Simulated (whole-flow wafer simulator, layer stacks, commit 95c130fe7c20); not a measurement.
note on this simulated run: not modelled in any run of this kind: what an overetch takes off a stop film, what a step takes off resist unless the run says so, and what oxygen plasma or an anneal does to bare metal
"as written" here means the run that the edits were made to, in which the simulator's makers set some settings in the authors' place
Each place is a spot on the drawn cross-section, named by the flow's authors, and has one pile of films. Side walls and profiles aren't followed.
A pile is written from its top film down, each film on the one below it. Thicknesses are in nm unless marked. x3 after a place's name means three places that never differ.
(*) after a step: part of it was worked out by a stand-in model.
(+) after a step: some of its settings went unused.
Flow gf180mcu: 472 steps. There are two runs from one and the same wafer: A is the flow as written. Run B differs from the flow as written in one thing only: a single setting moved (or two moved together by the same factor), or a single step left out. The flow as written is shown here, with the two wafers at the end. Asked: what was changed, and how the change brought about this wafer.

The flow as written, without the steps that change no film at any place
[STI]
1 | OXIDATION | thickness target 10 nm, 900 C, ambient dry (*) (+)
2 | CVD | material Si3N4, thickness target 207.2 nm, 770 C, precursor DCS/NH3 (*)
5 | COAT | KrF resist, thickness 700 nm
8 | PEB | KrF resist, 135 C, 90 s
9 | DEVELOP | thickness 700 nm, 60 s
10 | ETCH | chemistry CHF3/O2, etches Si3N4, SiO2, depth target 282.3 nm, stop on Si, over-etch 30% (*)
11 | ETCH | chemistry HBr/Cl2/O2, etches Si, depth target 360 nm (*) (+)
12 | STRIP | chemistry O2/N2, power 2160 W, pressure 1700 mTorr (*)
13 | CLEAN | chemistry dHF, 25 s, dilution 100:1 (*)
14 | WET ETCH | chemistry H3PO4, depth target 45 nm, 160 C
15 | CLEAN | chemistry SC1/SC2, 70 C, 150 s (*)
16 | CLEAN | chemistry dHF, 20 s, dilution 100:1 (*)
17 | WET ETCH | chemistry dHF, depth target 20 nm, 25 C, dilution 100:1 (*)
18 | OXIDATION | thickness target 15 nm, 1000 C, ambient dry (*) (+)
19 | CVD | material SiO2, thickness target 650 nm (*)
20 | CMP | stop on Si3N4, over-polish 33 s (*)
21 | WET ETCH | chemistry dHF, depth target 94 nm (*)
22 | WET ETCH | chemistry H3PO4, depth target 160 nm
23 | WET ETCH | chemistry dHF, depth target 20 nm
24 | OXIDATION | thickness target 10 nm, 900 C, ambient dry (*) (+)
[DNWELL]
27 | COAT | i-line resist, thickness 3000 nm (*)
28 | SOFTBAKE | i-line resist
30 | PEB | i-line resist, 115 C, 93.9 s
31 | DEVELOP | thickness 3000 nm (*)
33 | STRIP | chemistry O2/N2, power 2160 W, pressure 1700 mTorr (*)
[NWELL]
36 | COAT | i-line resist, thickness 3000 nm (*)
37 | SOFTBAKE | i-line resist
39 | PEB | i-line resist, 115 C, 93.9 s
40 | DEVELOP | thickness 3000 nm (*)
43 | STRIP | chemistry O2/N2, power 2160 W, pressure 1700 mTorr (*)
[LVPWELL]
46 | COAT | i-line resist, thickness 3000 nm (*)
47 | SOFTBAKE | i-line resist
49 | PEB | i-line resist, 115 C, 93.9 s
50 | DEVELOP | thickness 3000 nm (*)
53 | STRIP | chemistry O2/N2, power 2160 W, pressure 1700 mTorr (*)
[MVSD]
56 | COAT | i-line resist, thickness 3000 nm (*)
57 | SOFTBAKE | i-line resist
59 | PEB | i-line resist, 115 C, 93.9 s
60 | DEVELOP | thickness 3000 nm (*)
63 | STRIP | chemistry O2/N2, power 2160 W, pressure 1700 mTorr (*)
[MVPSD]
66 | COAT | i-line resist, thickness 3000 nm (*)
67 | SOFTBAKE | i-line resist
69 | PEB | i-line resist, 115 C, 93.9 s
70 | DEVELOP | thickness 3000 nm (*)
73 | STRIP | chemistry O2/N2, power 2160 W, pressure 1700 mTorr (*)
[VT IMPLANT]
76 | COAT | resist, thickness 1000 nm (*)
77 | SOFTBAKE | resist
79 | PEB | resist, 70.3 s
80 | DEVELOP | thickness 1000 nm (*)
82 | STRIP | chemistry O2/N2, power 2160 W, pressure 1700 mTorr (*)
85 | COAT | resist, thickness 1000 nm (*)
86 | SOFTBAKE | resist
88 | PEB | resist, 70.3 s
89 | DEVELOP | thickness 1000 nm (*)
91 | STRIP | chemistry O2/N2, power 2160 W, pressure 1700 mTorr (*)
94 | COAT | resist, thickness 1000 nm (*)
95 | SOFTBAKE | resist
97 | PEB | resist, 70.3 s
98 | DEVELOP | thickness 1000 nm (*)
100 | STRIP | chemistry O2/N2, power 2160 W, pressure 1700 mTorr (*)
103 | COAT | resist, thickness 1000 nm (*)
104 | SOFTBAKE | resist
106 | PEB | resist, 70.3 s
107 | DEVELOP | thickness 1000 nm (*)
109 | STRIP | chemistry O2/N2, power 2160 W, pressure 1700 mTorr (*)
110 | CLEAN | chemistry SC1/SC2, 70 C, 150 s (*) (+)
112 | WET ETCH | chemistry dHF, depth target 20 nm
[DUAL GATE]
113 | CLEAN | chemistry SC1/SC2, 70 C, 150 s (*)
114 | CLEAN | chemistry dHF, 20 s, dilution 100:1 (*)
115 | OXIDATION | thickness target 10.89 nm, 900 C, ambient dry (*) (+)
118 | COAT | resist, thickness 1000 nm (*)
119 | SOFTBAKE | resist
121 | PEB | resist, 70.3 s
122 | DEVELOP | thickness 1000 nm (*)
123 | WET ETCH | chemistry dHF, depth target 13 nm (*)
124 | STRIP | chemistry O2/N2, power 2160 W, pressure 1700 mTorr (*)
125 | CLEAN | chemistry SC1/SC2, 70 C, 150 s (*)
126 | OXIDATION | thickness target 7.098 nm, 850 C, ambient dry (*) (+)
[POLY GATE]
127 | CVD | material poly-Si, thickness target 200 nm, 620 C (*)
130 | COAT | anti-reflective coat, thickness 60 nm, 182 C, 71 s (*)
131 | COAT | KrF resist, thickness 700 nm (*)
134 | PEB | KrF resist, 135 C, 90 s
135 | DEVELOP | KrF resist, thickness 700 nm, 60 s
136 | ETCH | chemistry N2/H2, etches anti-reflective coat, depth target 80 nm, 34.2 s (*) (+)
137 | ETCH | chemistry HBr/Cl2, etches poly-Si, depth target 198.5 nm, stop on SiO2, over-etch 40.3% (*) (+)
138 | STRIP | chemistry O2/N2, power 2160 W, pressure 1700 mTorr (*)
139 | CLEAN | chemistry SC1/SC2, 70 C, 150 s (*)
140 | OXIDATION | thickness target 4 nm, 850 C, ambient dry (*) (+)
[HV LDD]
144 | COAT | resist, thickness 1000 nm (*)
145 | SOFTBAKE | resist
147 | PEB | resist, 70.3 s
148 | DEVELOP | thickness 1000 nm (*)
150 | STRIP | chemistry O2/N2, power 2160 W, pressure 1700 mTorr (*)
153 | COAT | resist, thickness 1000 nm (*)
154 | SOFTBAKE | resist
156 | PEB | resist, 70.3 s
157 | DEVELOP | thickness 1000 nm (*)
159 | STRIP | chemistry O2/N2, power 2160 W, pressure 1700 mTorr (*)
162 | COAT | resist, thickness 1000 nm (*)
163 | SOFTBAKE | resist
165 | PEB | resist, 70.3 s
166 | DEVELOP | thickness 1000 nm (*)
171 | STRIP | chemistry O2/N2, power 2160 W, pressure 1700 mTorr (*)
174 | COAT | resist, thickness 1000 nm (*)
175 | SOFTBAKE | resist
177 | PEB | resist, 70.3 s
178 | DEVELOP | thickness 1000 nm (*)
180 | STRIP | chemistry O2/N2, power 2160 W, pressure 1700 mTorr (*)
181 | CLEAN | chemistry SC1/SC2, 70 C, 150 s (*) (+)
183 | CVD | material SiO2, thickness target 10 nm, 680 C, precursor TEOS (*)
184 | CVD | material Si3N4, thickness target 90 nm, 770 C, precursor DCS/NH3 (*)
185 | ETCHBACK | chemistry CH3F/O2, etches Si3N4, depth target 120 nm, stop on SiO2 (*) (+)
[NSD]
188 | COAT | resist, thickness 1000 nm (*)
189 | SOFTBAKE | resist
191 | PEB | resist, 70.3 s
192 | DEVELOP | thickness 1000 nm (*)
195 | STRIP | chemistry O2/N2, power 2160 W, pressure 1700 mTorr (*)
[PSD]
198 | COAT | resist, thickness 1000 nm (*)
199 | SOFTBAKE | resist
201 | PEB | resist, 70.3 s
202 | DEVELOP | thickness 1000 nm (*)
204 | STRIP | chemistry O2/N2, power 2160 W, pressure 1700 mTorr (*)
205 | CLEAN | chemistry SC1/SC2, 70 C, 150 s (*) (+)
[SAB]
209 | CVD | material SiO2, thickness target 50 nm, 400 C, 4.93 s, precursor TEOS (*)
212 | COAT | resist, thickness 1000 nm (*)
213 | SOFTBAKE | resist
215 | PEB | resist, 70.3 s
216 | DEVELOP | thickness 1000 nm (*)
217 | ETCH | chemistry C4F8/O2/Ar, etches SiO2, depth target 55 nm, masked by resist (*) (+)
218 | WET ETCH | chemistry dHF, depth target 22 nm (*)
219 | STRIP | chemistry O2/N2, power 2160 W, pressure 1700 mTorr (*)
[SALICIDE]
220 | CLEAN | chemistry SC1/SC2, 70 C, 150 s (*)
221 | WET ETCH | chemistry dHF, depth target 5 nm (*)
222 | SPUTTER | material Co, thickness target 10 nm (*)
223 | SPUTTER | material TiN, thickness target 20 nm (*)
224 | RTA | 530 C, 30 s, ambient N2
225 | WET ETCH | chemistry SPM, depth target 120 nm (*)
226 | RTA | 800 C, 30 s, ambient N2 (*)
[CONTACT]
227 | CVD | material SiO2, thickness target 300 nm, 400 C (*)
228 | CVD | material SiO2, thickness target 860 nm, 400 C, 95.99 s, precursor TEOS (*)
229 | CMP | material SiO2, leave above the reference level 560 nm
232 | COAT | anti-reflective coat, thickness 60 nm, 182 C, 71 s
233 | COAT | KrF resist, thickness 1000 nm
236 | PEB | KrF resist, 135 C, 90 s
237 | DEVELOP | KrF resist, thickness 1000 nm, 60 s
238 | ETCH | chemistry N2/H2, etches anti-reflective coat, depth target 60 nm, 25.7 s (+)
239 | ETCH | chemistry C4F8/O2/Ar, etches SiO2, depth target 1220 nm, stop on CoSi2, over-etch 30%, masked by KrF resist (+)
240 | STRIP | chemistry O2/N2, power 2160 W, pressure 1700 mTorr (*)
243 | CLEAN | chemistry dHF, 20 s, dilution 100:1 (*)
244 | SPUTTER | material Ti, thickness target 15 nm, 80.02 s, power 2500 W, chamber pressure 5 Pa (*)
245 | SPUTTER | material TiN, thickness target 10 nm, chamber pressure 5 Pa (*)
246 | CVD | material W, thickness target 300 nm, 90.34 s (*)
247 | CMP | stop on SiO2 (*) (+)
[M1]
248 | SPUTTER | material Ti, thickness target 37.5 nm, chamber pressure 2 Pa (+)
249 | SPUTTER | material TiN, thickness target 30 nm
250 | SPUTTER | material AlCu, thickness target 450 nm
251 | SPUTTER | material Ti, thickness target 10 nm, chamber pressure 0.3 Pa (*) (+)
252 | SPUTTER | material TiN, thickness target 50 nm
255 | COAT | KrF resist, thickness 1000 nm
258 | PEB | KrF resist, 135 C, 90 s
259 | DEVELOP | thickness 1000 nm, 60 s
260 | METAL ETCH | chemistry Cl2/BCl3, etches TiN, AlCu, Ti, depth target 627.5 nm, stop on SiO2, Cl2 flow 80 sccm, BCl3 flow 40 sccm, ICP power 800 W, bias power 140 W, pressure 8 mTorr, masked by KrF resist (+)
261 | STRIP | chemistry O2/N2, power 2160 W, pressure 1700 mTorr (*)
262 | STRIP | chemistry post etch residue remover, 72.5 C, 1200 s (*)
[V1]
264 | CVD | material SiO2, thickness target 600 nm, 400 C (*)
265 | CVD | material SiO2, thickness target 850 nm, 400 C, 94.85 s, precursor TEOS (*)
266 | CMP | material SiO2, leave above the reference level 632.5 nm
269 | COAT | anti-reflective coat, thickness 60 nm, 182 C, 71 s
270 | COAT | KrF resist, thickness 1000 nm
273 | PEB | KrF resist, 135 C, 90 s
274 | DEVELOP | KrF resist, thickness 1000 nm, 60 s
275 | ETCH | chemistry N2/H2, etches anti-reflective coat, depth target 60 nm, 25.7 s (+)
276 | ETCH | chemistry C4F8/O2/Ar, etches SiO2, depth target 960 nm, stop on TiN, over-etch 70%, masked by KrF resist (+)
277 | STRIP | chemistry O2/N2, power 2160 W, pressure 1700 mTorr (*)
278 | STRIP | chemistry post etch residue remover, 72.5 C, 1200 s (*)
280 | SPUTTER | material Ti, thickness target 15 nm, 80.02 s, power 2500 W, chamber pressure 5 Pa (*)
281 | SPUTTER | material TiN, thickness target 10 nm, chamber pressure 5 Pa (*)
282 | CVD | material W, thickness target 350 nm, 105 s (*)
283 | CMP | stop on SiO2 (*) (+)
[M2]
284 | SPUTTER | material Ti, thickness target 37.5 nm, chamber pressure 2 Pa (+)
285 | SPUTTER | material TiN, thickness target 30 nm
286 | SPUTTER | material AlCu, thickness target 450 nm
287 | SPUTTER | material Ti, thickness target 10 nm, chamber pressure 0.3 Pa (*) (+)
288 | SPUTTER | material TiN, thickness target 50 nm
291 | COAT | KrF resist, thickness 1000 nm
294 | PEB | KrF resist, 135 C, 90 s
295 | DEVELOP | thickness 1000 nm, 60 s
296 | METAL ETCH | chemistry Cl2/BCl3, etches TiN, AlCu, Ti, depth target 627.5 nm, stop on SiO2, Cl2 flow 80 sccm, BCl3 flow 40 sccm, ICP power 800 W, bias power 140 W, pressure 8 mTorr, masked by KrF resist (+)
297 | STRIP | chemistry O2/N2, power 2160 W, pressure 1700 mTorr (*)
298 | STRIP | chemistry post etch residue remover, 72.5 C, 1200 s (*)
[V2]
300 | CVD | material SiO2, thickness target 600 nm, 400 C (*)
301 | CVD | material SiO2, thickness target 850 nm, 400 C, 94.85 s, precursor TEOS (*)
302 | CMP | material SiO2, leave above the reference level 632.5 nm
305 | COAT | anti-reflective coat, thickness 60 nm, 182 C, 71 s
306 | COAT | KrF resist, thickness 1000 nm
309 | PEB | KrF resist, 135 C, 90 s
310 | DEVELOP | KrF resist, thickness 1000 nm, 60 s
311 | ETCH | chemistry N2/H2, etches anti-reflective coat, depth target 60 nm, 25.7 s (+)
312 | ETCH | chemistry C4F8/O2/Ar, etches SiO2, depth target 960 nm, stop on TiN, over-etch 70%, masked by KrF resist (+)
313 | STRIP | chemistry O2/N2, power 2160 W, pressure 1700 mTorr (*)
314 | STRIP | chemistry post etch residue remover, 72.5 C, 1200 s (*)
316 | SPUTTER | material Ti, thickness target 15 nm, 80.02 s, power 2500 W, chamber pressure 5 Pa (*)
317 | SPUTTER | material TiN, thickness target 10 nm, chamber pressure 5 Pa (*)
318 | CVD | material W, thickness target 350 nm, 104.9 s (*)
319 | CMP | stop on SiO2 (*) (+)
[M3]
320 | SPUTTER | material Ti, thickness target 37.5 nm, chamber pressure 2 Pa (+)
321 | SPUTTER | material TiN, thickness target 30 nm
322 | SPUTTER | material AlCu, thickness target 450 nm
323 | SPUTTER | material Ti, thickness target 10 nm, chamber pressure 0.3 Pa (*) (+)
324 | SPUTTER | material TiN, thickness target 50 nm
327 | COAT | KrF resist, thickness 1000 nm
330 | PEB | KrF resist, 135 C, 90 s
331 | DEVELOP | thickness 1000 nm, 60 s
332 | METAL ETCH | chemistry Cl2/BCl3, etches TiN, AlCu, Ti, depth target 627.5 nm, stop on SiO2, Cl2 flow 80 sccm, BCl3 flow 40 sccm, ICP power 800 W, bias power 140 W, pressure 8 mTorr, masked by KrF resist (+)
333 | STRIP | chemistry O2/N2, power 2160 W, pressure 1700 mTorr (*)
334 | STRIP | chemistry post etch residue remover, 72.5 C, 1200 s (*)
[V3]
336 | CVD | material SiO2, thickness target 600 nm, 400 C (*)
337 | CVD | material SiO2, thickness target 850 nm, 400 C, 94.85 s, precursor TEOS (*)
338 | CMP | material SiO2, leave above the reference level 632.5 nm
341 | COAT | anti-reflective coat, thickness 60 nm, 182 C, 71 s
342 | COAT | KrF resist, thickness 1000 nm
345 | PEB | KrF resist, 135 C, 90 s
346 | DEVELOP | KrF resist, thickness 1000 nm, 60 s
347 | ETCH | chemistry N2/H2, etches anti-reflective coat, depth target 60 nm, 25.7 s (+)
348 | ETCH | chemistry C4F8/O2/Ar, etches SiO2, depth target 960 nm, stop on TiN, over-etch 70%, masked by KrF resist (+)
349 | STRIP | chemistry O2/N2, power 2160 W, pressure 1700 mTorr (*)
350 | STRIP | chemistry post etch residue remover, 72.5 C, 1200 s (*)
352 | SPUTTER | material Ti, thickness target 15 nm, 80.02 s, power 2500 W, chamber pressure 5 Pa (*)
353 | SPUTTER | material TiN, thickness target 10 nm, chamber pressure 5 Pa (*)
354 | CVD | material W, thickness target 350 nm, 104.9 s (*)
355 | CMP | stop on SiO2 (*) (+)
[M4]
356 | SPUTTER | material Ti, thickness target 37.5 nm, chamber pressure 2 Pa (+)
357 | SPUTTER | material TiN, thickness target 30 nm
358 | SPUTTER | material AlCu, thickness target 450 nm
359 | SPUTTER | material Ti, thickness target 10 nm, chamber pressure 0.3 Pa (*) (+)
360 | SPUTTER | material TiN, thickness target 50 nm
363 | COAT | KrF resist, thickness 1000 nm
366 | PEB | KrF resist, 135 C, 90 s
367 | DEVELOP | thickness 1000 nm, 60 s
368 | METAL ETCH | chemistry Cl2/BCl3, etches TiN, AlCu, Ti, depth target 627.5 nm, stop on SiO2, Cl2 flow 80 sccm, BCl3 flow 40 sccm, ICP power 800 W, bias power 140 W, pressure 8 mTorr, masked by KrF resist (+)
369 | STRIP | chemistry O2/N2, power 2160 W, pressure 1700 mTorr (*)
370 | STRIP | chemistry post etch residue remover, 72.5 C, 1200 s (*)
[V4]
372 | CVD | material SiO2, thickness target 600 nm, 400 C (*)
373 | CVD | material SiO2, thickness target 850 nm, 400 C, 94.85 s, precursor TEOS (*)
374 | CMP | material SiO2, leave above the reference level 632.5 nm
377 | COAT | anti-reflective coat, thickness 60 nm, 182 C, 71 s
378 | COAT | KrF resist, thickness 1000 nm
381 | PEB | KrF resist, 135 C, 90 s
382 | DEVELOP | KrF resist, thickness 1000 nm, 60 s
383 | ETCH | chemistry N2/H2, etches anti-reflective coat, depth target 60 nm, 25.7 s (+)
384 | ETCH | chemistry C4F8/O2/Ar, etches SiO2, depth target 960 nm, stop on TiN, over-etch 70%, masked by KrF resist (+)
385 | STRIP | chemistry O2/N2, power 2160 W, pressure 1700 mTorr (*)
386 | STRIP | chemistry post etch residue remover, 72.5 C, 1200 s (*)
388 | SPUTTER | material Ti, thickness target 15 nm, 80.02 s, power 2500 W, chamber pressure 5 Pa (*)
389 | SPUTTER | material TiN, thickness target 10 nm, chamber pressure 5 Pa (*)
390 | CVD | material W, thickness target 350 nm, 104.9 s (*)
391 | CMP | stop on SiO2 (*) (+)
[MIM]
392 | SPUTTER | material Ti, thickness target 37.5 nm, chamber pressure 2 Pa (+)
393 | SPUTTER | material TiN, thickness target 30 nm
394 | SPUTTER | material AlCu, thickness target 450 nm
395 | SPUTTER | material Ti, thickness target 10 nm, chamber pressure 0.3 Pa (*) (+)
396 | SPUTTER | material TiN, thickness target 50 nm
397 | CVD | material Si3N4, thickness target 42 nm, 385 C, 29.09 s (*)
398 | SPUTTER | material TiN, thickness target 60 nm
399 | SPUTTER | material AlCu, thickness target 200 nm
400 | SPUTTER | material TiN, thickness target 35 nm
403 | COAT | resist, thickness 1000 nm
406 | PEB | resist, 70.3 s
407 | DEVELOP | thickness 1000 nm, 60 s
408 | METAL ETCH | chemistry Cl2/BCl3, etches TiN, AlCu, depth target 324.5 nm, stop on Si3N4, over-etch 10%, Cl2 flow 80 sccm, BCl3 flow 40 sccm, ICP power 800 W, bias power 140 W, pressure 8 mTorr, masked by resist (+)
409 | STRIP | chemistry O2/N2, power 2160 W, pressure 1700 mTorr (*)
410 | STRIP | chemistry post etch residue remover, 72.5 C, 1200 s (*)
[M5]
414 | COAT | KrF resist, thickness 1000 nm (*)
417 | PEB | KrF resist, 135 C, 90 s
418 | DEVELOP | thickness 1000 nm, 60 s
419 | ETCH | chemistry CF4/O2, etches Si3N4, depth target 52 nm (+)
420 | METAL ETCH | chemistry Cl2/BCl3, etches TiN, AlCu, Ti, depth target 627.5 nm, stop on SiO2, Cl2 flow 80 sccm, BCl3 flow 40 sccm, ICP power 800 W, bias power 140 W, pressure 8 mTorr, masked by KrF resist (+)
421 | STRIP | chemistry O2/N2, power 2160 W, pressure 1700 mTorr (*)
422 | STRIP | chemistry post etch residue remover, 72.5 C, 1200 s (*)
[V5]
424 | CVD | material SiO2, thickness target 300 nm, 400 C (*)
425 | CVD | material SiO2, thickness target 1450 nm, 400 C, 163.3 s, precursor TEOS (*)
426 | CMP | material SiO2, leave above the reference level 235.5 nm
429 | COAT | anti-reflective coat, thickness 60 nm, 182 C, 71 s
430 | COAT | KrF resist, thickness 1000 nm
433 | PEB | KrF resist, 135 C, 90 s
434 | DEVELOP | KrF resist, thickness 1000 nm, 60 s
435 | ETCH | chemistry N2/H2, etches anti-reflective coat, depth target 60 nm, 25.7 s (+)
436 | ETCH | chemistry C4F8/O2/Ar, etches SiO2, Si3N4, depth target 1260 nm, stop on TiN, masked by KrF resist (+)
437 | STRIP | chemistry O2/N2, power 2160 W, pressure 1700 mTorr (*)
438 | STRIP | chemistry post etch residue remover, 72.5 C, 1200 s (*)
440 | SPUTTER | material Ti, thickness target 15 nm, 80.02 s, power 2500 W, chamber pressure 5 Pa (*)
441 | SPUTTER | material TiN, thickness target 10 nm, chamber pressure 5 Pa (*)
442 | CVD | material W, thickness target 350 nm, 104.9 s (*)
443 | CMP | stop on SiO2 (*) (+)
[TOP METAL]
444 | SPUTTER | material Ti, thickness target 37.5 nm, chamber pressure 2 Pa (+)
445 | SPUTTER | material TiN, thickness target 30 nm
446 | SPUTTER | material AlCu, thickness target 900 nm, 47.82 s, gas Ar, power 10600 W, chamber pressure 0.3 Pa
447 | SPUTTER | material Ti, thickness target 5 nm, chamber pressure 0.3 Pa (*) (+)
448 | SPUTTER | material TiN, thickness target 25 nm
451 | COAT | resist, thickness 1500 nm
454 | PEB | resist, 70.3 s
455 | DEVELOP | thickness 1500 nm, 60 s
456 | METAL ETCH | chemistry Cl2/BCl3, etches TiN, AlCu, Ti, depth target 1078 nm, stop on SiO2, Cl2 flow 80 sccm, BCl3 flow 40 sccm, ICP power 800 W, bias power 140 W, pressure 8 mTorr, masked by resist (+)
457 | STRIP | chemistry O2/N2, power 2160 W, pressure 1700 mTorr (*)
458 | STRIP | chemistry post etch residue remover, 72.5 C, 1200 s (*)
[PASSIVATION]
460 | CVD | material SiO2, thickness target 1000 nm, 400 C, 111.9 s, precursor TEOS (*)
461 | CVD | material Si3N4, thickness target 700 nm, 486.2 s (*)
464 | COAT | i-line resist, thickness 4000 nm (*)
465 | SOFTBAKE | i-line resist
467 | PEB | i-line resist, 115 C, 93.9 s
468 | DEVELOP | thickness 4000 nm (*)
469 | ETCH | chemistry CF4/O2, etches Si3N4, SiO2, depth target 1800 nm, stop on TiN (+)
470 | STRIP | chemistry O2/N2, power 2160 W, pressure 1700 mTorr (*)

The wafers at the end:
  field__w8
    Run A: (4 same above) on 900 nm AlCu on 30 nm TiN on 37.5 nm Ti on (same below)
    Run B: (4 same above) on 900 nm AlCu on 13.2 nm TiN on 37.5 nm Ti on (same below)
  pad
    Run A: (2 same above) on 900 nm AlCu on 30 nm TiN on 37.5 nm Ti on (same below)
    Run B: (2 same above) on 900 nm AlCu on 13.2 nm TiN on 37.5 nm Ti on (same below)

Cause: step 445, SPUTTER: thickness target 13.2 nm was run, while the flow as written has thickness target 30 nm.
One can read it off the wafer: field__w8 has TiN 13.2, and step 445 as written asks for 30 nm.

How this came from the change, step by step:
  445 | SPUTTER | material TiN, thickness target 30 nm
      field, field__w1, field__w2 and 109 more: A +30 TiN (new film) | B +13.2 TiN (new film)
  456 | METAL ETCH | chemistry Cl2/BCl3, etches TiN, AlCu, Ti, depth target 1078 nm, stop on SiO2, Cl2 flow 80 sccm, BCl3 flow 40 sccm, ICP power 800 W, bias power 140 W, pressure 8 mTorr, masked by resist (+)
      field, field__w1, field__w2 and 103 more: A -25 TiN (all of it), -5 Ti (all of it), -900 AlCu (all of it), -30 TiN (all of it), -37.5 Ti (all of it) | B -25 TiN (all of it), -5 Ti (all of it), -900 AlCu (all of it), -13.2 TiN (all of it), -37.5 Ti (all of it)
  465 | SOFTBAKE | i-line resist
      field__w2, field_sub__w4: A +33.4 i-line resist | B +32.5 i-line resist
      field__w11, field__w13: A +37.6 i-line resist | B +36.7 i-line resist
      (also at 59 further places)
